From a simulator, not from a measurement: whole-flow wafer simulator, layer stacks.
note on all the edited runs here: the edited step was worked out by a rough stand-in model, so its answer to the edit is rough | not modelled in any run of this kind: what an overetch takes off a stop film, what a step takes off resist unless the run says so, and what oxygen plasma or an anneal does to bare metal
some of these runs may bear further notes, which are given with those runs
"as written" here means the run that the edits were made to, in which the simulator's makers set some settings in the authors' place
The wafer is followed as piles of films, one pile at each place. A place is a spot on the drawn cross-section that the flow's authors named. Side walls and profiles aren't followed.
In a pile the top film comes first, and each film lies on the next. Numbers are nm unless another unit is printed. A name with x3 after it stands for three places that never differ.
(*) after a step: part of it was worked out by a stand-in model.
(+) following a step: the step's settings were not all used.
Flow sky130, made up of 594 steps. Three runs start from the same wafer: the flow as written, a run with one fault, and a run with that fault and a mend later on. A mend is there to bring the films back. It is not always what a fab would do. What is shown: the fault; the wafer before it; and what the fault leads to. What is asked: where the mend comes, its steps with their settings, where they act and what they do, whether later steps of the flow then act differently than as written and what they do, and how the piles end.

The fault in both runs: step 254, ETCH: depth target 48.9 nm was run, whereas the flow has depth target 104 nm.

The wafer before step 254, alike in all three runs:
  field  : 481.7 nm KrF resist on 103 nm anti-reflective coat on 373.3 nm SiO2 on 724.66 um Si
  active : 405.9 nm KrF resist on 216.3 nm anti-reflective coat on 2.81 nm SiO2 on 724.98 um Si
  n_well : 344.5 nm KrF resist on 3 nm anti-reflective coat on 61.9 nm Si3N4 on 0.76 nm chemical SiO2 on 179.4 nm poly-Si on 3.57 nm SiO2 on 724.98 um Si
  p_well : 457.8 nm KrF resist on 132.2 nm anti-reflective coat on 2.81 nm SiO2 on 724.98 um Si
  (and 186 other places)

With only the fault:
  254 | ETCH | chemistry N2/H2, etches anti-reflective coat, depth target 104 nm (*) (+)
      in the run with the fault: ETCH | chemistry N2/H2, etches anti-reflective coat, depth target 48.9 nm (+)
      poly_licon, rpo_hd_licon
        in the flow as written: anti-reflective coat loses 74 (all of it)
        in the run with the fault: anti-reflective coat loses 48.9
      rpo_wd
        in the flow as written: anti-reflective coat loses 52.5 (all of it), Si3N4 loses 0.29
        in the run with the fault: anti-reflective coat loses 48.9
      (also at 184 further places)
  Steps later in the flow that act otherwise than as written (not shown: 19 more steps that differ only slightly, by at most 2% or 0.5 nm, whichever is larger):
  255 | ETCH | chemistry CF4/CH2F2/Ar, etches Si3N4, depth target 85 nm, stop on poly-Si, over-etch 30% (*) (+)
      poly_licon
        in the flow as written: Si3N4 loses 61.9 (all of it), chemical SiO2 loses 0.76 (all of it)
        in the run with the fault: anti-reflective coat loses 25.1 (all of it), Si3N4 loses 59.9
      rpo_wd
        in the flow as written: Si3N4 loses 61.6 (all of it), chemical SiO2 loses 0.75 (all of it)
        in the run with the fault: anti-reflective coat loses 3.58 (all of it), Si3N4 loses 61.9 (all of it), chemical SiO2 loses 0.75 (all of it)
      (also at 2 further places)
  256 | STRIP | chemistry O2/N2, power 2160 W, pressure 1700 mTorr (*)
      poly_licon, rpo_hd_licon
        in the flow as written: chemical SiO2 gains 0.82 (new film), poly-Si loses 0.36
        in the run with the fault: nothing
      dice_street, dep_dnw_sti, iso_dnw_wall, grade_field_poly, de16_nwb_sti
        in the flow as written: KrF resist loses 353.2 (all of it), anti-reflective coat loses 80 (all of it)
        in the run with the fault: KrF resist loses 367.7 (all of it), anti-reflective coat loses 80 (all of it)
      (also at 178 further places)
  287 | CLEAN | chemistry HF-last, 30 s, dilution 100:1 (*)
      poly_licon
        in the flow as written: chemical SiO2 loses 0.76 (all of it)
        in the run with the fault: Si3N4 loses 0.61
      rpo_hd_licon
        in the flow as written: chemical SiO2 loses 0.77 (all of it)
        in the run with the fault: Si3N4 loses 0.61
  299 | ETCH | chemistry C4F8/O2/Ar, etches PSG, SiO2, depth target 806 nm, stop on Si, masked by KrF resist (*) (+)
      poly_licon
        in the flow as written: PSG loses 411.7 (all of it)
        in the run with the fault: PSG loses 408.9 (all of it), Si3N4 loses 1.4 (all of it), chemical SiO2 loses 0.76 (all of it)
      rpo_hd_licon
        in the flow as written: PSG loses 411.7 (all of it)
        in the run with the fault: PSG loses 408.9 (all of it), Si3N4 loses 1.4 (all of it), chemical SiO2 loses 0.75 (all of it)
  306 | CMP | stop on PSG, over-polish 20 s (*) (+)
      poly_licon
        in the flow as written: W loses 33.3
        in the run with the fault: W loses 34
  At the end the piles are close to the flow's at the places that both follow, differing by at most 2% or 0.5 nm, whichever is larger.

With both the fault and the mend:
  The mend follows step 254.
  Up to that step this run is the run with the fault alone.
  254a | ETCH | chemistry N2/H2, etches anti-reflective coat, depth target 55.1 nm (+) (the flow's step 254 again, with other settings)
      field, active, n_well and 180 more
        KrF resist loses 14
      rpo_ln, rpo_hd, rxpo_ln
        Si3N4 loses 0.33
      poly_licon, rpo_hd_licon
        anti-reflective coat loses 25.1 (all of it)
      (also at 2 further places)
  Every later step of the flow that is run acts as written, at every place that is followed, to within 2% or 0.5 nm, whichever is larger.
  The piles end the same as the flow's at every place that both follow.
